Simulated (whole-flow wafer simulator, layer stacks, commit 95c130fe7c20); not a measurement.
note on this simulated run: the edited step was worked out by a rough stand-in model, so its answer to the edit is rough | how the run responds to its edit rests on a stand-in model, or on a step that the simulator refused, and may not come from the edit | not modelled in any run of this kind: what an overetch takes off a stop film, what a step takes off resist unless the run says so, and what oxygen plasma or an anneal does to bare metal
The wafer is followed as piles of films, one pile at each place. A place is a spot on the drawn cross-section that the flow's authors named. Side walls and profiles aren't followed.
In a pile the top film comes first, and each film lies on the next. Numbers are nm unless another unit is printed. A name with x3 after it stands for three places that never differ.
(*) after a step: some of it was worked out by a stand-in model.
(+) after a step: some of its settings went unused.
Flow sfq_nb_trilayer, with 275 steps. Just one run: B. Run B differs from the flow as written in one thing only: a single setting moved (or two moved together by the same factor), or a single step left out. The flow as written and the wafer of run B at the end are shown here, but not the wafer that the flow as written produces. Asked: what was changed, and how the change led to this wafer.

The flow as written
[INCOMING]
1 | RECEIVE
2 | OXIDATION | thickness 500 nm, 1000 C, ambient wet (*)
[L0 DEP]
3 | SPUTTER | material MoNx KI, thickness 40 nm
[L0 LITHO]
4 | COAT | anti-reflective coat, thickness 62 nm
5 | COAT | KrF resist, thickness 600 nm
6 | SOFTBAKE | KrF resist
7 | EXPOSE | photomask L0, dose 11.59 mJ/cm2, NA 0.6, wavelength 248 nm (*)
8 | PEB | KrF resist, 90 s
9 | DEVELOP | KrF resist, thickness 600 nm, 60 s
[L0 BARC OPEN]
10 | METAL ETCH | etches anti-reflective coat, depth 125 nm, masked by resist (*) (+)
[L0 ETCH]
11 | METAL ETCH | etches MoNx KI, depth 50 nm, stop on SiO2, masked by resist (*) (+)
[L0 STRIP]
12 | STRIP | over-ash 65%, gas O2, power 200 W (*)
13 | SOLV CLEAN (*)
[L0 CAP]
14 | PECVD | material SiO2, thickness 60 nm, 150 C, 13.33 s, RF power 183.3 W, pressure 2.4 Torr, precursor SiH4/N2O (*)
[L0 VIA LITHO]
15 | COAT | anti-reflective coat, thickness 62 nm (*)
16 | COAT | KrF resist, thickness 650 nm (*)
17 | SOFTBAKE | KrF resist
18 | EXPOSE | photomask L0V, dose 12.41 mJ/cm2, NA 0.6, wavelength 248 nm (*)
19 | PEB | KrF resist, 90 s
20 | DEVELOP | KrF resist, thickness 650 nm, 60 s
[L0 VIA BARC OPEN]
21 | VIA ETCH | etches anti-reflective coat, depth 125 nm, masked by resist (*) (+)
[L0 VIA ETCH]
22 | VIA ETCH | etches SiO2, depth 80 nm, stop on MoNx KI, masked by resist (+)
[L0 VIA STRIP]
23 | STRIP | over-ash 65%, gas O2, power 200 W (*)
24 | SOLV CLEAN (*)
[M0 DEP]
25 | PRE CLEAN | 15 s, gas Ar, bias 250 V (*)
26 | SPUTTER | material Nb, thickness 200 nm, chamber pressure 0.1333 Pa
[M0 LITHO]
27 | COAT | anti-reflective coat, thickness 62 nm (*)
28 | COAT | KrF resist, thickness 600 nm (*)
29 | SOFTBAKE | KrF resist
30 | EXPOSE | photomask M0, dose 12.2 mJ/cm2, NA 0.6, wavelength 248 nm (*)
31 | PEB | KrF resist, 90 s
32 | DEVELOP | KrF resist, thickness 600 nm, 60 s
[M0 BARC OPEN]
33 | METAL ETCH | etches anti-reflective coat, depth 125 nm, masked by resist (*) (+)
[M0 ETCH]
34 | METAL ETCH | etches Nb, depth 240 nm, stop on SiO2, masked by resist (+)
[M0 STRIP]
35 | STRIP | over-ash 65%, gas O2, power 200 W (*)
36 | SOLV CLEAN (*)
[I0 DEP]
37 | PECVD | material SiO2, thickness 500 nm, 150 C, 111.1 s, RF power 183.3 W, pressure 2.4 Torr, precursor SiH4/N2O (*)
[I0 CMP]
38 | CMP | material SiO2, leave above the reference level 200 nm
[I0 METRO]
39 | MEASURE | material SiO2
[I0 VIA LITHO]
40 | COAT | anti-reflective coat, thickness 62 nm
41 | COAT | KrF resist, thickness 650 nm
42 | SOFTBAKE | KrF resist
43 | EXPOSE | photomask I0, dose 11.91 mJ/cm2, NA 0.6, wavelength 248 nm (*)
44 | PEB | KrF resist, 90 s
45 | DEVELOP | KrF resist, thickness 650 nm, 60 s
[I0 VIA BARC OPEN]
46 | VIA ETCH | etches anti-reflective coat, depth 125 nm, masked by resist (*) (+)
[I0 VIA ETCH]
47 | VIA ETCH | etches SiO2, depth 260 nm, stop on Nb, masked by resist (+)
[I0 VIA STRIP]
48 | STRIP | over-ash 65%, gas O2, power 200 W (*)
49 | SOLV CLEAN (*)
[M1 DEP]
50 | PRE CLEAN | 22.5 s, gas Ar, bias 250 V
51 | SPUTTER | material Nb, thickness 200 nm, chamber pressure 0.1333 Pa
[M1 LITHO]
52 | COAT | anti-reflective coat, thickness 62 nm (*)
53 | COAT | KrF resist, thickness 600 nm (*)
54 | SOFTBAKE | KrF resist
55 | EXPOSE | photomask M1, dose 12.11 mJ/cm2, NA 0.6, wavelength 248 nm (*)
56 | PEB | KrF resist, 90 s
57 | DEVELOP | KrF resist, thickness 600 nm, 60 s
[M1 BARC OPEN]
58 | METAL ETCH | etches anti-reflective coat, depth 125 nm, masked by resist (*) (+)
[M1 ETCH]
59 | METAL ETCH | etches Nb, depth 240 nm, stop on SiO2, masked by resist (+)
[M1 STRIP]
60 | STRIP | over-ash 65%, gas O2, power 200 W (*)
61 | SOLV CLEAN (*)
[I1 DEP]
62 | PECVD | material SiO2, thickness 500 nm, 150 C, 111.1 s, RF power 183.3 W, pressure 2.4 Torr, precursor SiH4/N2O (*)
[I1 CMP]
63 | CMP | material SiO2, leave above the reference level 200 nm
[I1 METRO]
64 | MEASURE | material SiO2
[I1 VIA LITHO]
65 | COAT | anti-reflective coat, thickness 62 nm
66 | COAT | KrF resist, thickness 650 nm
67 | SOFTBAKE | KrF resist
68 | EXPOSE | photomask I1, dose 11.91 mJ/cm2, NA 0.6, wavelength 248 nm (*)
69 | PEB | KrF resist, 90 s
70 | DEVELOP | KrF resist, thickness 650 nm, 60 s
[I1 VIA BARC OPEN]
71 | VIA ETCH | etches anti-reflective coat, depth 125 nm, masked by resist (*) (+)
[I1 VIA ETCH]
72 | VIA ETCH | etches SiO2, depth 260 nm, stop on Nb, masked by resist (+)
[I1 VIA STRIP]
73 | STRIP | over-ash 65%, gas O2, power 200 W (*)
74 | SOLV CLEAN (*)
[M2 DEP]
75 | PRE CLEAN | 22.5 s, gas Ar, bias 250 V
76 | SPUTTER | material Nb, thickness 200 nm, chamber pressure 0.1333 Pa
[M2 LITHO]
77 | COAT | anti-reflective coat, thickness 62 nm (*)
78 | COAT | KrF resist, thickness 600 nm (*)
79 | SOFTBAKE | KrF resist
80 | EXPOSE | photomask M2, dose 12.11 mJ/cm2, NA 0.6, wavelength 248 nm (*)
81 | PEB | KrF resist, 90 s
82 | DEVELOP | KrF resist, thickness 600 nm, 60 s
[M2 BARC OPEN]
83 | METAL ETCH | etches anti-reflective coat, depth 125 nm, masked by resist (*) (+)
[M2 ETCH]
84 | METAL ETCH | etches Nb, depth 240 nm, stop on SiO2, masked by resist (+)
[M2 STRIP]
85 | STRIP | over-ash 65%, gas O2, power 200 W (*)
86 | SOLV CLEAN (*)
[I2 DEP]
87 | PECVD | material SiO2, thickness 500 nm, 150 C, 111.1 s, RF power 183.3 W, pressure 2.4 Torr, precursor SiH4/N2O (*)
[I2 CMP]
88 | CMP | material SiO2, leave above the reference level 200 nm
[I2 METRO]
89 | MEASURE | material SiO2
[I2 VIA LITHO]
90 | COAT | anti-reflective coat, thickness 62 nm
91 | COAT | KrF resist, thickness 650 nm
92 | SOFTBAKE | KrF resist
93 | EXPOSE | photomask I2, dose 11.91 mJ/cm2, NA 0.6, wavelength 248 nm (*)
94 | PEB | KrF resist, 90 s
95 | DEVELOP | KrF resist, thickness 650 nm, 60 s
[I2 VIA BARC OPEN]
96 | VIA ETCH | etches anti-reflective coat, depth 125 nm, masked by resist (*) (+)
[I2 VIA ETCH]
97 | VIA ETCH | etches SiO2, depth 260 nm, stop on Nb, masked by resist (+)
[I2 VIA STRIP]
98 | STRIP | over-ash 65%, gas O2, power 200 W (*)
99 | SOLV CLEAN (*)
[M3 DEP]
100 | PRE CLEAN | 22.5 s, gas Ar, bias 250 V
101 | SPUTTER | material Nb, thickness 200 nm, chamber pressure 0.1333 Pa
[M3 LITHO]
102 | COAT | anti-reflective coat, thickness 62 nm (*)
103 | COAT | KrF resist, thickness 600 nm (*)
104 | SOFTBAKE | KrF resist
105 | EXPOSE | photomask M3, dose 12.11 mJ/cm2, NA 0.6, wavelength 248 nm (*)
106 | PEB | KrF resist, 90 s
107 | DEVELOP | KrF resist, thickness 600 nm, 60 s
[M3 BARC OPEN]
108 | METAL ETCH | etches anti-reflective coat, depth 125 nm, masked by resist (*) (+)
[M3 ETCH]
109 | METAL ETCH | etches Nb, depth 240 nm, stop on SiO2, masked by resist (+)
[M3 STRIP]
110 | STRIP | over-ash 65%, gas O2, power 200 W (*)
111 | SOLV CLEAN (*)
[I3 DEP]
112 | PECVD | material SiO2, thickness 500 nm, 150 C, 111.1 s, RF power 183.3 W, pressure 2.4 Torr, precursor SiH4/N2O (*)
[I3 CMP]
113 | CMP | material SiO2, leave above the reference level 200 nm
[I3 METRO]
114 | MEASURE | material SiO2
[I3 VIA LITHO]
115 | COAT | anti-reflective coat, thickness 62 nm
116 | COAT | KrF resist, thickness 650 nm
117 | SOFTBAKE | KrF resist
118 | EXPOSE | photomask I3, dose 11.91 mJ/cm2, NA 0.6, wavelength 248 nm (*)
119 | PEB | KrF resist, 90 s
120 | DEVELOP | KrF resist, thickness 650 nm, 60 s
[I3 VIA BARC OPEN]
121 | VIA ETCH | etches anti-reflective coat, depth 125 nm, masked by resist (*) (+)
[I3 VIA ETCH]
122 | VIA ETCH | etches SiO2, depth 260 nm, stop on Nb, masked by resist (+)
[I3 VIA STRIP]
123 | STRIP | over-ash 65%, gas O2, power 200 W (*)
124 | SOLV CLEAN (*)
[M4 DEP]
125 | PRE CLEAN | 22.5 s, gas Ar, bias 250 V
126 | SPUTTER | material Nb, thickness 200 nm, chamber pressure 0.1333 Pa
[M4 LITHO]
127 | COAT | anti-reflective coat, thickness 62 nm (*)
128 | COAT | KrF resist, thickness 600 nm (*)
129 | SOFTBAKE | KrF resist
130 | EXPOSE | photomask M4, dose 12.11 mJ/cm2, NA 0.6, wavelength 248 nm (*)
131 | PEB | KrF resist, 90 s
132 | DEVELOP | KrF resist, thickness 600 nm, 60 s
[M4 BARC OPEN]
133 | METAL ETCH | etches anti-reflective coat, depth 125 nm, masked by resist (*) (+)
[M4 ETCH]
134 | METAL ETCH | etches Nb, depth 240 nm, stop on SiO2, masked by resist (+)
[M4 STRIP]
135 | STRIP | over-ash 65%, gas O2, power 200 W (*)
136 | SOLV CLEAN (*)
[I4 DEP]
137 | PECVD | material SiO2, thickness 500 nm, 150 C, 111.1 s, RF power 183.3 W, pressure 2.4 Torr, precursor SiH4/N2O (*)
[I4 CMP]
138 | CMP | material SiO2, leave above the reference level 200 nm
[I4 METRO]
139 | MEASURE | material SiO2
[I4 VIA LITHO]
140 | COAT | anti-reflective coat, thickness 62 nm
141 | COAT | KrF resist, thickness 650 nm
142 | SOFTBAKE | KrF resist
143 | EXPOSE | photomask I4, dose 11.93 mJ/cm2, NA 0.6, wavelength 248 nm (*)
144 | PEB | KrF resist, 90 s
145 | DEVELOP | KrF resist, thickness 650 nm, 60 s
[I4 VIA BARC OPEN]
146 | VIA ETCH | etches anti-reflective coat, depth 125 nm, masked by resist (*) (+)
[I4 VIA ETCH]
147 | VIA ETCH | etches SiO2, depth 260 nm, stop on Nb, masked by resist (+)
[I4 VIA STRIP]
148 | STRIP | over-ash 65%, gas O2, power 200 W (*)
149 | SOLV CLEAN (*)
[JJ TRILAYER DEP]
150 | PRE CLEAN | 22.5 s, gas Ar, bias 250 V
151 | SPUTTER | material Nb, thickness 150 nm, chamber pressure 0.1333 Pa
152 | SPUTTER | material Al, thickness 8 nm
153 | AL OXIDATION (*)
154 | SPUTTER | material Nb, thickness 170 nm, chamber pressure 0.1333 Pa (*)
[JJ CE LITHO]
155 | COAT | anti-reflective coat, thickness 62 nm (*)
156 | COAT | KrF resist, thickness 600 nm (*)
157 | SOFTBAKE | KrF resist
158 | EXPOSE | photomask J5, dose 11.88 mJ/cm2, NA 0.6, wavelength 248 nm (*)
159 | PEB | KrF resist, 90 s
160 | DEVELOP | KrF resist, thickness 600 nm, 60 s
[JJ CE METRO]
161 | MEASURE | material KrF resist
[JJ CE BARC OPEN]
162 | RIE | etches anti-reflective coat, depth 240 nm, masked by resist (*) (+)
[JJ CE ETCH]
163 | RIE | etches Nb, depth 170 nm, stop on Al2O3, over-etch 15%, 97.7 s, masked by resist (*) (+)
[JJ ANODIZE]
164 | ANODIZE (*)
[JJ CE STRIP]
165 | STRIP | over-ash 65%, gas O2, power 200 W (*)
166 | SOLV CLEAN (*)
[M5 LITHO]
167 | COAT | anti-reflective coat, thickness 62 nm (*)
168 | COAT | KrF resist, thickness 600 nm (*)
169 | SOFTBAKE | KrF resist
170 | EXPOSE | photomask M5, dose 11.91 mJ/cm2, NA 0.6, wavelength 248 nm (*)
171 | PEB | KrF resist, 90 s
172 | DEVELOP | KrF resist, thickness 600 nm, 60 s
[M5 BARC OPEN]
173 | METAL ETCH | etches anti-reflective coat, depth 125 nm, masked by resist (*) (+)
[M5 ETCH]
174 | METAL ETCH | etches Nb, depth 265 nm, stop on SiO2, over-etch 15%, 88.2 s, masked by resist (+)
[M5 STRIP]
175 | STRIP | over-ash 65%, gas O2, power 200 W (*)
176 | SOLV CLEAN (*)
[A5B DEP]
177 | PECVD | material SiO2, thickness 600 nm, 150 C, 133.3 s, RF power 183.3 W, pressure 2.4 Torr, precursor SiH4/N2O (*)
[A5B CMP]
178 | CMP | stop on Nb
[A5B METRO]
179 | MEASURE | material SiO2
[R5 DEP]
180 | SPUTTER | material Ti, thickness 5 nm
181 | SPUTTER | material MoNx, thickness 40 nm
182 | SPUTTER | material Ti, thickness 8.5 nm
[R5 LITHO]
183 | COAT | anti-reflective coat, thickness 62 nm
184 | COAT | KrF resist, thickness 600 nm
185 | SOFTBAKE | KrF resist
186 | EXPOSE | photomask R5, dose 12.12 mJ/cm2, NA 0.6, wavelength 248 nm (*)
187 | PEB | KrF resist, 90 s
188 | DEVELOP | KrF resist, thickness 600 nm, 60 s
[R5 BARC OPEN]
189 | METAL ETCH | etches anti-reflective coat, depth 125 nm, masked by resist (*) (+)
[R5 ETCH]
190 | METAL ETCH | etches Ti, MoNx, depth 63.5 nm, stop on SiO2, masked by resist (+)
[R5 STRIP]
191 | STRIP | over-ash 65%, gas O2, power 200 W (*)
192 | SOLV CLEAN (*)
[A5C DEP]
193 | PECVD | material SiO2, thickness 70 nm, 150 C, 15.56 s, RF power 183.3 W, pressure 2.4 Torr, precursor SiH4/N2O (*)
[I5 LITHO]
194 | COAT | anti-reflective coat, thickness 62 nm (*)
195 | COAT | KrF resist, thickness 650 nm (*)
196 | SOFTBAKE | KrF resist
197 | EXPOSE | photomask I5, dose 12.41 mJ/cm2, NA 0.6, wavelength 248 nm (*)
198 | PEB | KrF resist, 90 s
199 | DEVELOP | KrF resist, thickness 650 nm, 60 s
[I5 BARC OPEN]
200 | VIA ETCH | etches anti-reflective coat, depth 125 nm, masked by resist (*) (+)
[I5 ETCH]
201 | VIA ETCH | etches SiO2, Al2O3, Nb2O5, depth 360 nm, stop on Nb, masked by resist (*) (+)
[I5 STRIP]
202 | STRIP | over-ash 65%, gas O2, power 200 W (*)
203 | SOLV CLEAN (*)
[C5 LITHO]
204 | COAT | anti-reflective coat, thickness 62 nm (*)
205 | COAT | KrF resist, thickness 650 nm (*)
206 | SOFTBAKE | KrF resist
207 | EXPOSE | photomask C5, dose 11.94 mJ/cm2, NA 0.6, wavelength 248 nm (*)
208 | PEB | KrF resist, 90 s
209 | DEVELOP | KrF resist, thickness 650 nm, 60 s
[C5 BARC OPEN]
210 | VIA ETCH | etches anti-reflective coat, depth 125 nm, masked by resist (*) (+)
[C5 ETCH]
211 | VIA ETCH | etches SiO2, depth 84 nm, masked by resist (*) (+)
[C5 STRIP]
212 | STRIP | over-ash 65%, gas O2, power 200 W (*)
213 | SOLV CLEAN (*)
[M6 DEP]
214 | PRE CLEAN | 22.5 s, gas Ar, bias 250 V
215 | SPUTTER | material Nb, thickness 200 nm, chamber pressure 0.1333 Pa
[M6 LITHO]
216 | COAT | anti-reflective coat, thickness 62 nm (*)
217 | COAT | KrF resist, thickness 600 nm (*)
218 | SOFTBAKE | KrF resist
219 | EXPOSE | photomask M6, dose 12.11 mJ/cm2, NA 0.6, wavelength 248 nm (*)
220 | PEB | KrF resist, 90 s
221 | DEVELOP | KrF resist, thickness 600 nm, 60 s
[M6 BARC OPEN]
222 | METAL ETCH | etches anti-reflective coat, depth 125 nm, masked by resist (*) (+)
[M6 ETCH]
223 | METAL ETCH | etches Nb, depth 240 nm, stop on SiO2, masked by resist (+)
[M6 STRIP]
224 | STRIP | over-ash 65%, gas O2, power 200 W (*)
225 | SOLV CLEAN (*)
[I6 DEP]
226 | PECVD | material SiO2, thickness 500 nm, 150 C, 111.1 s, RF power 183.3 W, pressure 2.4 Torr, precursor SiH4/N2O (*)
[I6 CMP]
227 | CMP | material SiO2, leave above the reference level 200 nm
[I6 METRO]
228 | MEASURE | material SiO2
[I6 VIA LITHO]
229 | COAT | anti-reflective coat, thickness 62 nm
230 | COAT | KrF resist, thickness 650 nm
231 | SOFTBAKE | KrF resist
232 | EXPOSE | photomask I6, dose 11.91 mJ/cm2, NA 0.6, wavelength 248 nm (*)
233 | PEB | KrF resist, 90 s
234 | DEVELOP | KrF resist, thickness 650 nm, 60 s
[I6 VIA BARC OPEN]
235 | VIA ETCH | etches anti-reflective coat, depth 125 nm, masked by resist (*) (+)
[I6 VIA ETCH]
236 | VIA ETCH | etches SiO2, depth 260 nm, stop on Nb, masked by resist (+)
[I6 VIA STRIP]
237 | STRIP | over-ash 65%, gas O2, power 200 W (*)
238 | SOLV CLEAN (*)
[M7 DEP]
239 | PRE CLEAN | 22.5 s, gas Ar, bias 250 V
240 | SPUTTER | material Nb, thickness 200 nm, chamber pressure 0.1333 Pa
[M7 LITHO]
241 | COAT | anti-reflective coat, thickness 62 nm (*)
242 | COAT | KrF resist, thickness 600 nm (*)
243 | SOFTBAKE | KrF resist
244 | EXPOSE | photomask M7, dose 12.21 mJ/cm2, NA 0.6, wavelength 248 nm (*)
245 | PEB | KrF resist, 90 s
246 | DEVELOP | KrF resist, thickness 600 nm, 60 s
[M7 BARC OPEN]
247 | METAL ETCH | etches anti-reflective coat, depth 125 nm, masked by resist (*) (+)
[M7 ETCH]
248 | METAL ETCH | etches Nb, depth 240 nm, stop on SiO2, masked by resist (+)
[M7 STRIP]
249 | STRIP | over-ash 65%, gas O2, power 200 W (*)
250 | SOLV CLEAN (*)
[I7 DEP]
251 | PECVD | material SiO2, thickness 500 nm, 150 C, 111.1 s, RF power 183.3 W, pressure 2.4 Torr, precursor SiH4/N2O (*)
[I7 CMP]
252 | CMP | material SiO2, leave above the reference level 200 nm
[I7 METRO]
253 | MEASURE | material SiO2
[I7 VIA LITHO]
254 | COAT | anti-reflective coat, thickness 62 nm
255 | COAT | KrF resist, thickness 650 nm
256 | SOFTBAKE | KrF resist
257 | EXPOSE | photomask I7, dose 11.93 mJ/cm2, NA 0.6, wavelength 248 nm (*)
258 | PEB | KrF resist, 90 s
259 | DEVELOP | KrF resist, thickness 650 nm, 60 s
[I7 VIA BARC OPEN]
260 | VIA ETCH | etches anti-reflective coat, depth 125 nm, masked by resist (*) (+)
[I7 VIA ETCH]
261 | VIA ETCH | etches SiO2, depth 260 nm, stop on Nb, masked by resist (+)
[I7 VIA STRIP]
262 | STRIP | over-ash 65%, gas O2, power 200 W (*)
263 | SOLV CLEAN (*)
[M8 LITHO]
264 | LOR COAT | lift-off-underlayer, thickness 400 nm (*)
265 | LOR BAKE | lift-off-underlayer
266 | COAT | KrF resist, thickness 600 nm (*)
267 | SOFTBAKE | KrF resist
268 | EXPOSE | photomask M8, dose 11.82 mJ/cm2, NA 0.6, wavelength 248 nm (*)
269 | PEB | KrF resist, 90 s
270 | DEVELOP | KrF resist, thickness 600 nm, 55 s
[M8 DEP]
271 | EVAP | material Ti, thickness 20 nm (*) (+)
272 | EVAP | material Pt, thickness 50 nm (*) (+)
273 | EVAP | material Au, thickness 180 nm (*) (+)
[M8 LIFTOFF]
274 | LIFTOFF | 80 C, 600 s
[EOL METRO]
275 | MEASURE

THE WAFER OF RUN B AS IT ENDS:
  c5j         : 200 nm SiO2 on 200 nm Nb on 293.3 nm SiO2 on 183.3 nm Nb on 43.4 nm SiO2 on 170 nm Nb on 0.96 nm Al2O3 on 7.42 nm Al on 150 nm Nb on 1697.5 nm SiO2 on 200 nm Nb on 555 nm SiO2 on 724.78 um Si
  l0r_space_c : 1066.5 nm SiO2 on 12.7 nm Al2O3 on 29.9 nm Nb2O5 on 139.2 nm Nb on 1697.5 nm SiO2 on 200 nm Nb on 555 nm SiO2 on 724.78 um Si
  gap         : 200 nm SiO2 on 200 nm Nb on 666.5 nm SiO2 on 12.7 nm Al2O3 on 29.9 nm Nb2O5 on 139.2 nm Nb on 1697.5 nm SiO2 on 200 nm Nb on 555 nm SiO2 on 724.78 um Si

Cause: step 137, PECVD: thickness 335 nm was run, while the flow as written has thickness 500 nm; step 137, PECVD: 74.44 s was run, where the flow has 111.1 s.

How this came from the change, step by step:
  137 | PECVD | material SiO2, thickness 500 nm, 150 C, 111.1 s, RF power 183.3 W, pressure 2.4 Torr, precursor SiH4/N2O (*)
      field_l, be, be_sur and 55 more: SiO2 gains 335 (as written it would have been: SiO2 gains 500)
      v_sur, via_wl, via_w and 35 more: SiO2 gains 335 (new film) (as written it would have been: SiO2 gains 500 (new film))
      (also at 10 further places)
  138 | CMP | material SiO2, leave above the reference level 200 nm
      field_l, be, be_sur and 55 more: nothing (as written it would have been: SiO2 loses 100)
      p3_s0, p3_s1, p3_s2, p3_s3, p3_s4, p3_s5: nothing (as written it would have been: SiO2 loses 157.1)
      (also at 42 further places)
  140 | COAT | anti-reflective coat, thickness 62 nm
      m0r_line_l, m0r_line_r, m6r_line_l, m6r_line_r, m7r_line_l, m7r_line_r: anti-reflective coat gains 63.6 (new film) (as written it would have been: anti-reflective coat gains 62 (new film))
      m0r_space_l, m0r_space_r, m6r_space_l, m6r_space_r, m7r_space_l, m7r_space_r: anti-reflective coat gains 71.3 (new film) (as written it would have been: anti-reflective coat gains 62 (new film))
      (also at 72 further places)
  141 | COAT | KrF resist, thickness 650 nm
      lsp_m, ln_m6: KrF resist gains 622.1 (new film) (as written it would have been: KrF resist gains 650 (new film))
      p3_l2, p3_l3: KrF resist gains 632.2 (new film) (as written it would have been: KrF resist gains 650 (new film))
      (also at 29 further places)
  145 | DEVELOP | KrF resist, thickness 650 nm, 60 s
      via_wl: KrF resist loses 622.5 (all of it) (as written it would have been: KrF resist loses 648.6 (all of it))
      via_w: KrF resist loses 626 (all of it) (as written it would have been: KrF resist loses 648.6 (all of it))
      (also at 1 further place)
  146 | VIA ETCH | etches anti-reflective coat, depth 125 nm, masked by resist (*) (+)
      field_l, v_sur, via_sp and 100 more: KrF resist loses 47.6 (as written it would have been: KrF resist loses 51.7)
      via_wl, via_wr: anti-reflective coat loses 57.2 (all of it), SiO2 loses 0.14 (as written it would have been: anti-reflective coat loses 62 (all of it), SiO2 loses 0.16)
      (also at 1 further place)
  148 | STRIP | over-ash 65%, gas O2, power 200 W (*)
      m0r_line_l, m0r_line_r, m6r_line_l, m6r_line_r, m7r_line_l, m7r_line_r: KrF resist loses 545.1 (all of it), anti-reflective coat loses 63.6 (all of it) (as written it would have been: KrF resist loses 528.6 (all of it), anti-reflective coat loses 62 (all of it))
      m0r_space_l, m0r_space_r, m6r_space_l, m6r_space_r, m7r_space_l, m7r_space_r: KrF resist loses 539.9 (all of it), anti-reflective coat loses 71.3 (all of it) (as written it would have been: KrF resist loses 528.6 (all of it), anti-reflective coat loses 62 (all of it))
      (also at 72 further places)
  151 | SPUTTER | material Nb, thickness 150 nm, chamber pressure 0.1333 Pa
      be, lsp_l: Nb gains 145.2 (new film) (as written it would have been: Nb gains 150 (new film))
      via_v: Nb gains 144.8 (new film) (as written it would have been: Nb gains 150 (new film))
  154 | SPUTTER | material Nb, thickness 170 nm, chamber pressure 0.1333 Pa (*)
      be, lsp_l: Nb gains 164.1 (new film) (as written it would have been: Nb gains 170 (new film))
      via_v: Nb gains 163.4 (new film) (as written it would have been: Nb gains 170 (new film))
  155 | COAT | anti-reflective coat, thickness 62 nm (*)
      wl_g_sr, m0r_space_l, m0r_space_r, m6r_space_l, m6r_space_r, m7r_space_l, m7r_space_r: anti-reflective coat gains 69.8 (new film) (as written it would have been: anti-reflective coat gains 62 (new film))
      m0r_line_l, m0r_line_r, m6r_line_l, m6r_line_r, m7r_line_l, m7r_line_r, m8r_gap_c: anti-reflective coat gains 63.5 (new film) (as written it would have been: anti-reflective coat gains 62 (new film))
      (also at 69 further places)
  156 | COAT | KrF resist, thickness 600 nm (*)
      p3_s0, wl_g_sl: KrF resist gains 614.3 (new film) (as written it would have been: KrF resist gains 600 (new film))
      p3_s3, r5r_line_r: KrF resist gains 613.2 (new film) (as written it would have been: KrF resist gains 600 (new film))
      (also at 39 further places)
  160 | DEVELOP | KrF resist, thickness 600 nm, 60 s
      p3_s0, wl_g_sl: KrF resist loses 613 (all of it) (as written it would have been: KrF resist loses 598.7 (all of it))
      p3_s3, r5r_line_r: KrF resist loses 611.9 (all of it) (as written it would have been: KrF resist loses 598.7 (all of it))
      (also at 39 further places)
  162 | RIE | etches anti-reflective coat, depth 240 nm, masked by resist (*) (+)
      wl_g_sr, m0r_space_l, m0r_space_r, m6r_space_l, m6r_space_r, m7r_space_l, m7r_space_r: anti-reflective coat loses 69.8 (all of it) (as written it would have been: anti-reflective coat loses 62 (all of it))
      m0r_line_l, m0r_line_r, m6r_line_l, m6r_line_r, m7r_line_l, m7r_line_r, m8r_gap_c: anti-reflective coat loses 63.5 (all of it) (as written it would have been: anti-reflective coat loses 62 (all of it))
      (also at 68 further places)
  163 | RIE | etches Nb, depth 170 nm, stop on Al2O3, over-etch 15%, 97.7 s, masked by resist (*) (+)
      be, lsp_l: Nb loses 164.1 (all of it), Al2O3 loses 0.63 (as written it would have been: Nb loses 170 (all of it), Al2O3 loses 0.51)
      via_v: Nb loses 163.4 (all of it), Al2O3 loses 0.64 (as written it would have been: Nb loses 170 (all of it), Al2O3 loses 0.51)
  164 | ANODIZE (*)
      be, lsp_l: Al2O3 gains 11.8, Nb2O5 gains 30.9 (new film), Al loses 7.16 (all of it), Nb loses 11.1 (as written it would have been: Al2O3 gains 12.2, Nb2O5 gains 29.9 (new film), Al loses 7.42 (all of it), Nb loses 10.8)
      via_v: Al2O3 gains 11.4, Nb2O5 gains 31.7 (new film), Al loses 6.92 (all of it), Nb loses 11.4 (as written it would have been: Al2O3 gains 12.2, Nb2O5 gains 29.9 (new film), Al loses 7.42 (all of it), Nb loses 10.8)
  165 | STRIP | over-ash 65%, gas O2, power 200 W (*)
      ce_l: KrF resist loses 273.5 (all of it), anti-reflective coat loses 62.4 (all of it) (as written it would have been: KrF resist loses 266.8 (all of it), anti-reflective coat loses 61.4 (all of it))
      c5j: KrF resist loses 273.4 (all of it), anti-reflective coat loses 62.4 (all of it) (as written it would have been: KrF resist loses 266.9 (all of it), anti-reflective coat loses 61.5 (all of it))
      (also at 2 further places)
  ... 42 other steps ...
  274 | LIFTOFF | 80 C, 600 s
      be: Au loses 180 (all of it), Pt loses 50 (all of it), Ti loses 20 (all of it), KrF resist loses 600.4 (all of it), lift-off-underlayer loses 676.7 (all of it) (as written it would have been: Au loses 180 (all of it), Pt loses 50 (all of it), Ti loses 20 (all of it), KrF resist loses 572.1 (all of it), lift-off-underlayer loses 398.5 (all of it))
      be_sur: Au loses 180 (all of it), Pt loses 50 (all of it), Ti loses 20 (all of it), KrF resist loses 582.5 (all of it), lift-off-underlayer loses 377.2 (all of it) (as written it would have been: Au loses 180 (all of it), Pt loses 50 (all of it), Ti loses 20 (all of it), KrF resist loses 572.6 (all of it), lift-off-underlayer loses 398.9 (all of it))
With metal films that touch counted as one body, c5j has 5 bodies (between them, from the top down: SiO2 293.3; SiO2 43.4; Al2O3 0.96; SiO2 1697.5); the flow as written gives 4 bodies (between them, from the top down: SiO2 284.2; Al2O3 0.96; SiO2 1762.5).
